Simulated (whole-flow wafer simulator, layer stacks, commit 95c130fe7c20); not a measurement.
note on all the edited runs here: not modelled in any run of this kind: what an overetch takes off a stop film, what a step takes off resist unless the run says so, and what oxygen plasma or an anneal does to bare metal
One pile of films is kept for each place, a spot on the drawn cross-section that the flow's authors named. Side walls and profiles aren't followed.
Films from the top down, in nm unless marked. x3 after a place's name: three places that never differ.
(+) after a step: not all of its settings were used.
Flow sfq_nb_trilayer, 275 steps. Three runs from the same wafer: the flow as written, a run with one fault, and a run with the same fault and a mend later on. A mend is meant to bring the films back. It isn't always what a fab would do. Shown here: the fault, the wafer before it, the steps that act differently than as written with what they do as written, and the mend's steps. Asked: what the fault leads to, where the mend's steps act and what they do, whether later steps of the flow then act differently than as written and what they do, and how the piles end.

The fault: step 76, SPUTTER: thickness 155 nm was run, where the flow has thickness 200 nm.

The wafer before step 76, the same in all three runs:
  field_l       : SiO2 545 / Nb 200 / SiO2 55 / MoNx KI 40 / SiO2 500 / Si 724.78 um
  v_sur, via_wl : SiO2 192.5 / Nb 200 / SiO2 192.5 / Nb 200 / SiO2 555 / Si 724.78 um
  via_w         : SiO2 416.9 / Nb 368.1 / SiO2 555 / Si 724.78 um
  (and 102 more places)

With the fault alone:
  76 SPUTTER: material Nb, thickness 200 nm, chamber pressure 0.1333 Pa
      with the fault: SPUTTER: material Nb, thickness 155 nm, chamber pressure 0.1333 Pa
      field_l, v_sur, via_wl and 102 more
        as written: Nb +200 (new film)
        with the fault: Nb +155 (new film)
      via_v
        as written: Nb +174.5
        with the fault: Nb +135.8
  Later steps of the flow that act differently than as written (7 more steps differ only slightly, by at most 2% or 0.5 nm, whichever is larger, and aren't shown):
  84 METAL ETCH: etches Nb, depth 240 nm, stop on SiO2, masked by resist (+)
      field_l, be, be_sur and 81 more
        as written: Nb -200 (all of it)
        with the fault: Nb -155 (all of it)
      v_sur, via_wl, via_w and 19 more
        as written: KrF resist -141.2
        with the fault: KrF resist -136.8
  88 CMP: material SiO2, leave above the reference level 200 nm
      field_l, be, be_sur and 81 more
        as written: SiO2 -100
        with the fault: SiO2 -145
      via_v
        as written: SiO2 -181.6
        with the fault: SiO2 -177.1
  At the end the piles differ from the flow's by more than 2% or 0.5 nm, whichever is larger, at v_sur, via_wl, via_w and 78 more.
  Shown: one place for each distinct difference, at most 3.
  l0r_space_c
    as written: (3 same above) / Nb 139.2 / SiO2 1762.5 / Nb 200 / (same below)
    with the fault: (3 same above) / Nb 139.2 / SiO2 1717.5 / Nb 200 / (same below)
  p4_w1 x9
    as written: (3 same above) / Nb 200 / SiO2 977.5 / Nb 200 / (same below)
    with the fault: (3 same above) / Nb 200 / SiO2 932.5 / Nb 200 / (same below)
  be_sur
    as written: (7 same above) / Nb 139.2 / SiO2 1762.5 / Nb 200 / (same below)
    with the fault: (7 same above) / Nb 139.2 / SiO2 1717.5 / Nb 200 / (same below)

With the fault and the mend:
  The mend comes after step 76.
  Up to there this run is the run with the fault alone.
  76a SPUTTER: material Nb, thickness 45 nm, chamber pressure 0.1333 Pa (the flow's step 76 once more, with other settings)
      field_l, v_sur, via_wl and 102 more
        Nb +45
      via_v
        Nb +35.1
  No later step of the flow acts differently than as written, at any place that is followed, by more than 2% or 0.5 nm, whichever is larger.
  At the end the piles differ from the flow's only slightly at the places that both follow, by at most 2% or 0.5 nm, whichever is larger.
